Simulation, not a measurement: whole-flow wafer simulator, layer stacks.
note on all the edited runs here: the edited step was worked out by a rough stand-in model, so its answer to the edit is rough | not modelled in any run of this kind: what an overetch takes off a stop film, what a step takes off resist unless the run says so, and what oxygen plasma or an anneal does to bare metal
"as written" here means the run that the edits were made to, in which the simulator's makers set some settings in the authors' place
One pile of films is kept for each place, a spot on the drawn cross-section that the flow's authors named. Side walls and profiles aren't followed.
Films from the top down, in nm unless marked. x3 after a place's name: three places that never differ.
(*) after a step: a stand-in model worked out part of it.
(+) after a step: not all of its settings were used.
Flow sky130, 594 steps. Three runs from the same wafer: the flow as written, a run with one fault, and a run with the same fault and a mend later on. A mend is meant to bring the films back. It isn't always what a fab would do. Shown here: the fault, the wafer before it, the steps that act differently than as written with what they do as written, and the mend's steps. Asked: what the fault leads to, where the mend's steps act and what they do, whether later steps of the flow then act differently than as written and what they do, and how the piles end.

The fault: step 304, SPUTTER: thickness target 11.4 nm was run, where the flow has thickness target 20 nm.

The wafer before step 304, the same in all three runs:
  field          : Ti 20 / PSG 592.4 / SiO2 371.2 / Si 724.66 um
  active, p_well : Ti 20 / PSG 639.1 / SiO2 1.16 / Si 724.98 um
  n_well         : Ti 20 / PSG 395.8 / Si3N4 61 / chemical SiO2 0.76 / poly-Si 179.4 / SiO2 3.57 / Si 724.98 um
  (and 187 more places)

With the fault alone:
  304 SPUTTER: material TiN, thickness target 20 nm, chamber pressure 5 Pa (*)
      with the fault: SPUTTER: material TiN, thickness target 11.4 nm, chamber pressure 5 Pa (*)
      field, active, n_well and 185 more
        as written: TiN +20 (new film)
        with the fault: TiN +11.4 (new film)
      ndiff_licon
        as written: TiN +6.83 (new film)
        with the fault: TiN +3.94 (new film)
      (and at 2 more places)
  Later steps of the flow that act differently than as written (16 more steps differ only slightly, by at most 2% or 0.5 nm, whichever is larger, and aren't shown):
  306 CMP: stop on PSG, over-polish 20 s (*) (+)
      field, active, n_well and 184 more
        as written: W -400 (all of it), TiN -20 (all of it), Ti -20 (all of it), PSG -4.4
        with the fault: W -400 (all of it), TiN -11.4 (all of it), Ti -20 (all of it), PSG -4.4
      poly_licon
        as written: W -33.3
        with the fault: W -24.7
  At the end the piles differ from the flow's by more than 2% or 0.5 nm, whichever is larger, at poly_licon, ndiff_licon, ndiff_licon_cpp, rpo_hd_licon.
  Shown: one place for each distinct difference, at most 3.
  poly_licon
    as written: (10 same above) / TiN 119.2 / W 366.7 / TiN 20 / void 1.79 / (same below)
    with the fault: (10 same above) / TiN 119.2 / W 375.3 / TiN 11.4 / void 1.79 / (same below)
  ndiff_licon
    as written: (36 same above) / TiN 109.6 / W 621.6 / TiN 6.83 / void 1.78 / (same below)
    with the fault: (36 same above) / TiN 109.6 / W 624.5 / TiN 3.94 / void 1.78 / (same below)
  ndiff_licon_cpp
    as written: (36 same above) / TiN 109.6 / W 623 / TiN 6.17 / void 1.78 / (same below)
    with the fault: (36 same above) / TiN 109.6 / W 625.6 / TiN 3.56 / void 1.78 / (same below)

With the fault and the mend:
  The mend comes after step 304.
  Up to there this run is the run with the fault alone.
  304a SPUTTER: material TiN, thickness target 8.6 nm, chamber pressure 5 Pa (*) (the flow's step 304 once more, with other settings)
      field, active, n_well and 185 more
        TiN +8.6
      ndiff_licon
        TiN +2.89
      ndiff_licon_cpp
        TiN +2.61
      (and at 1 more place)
  No later step of the flow acts differently than as written, at any place that is followed, by more than 2% or 0.5 nm, whichever is larger.
  At the end the piles differ from the flow's only slightly at the places that both follow, by at most 2% or 0.5 nm, whichever is larger.
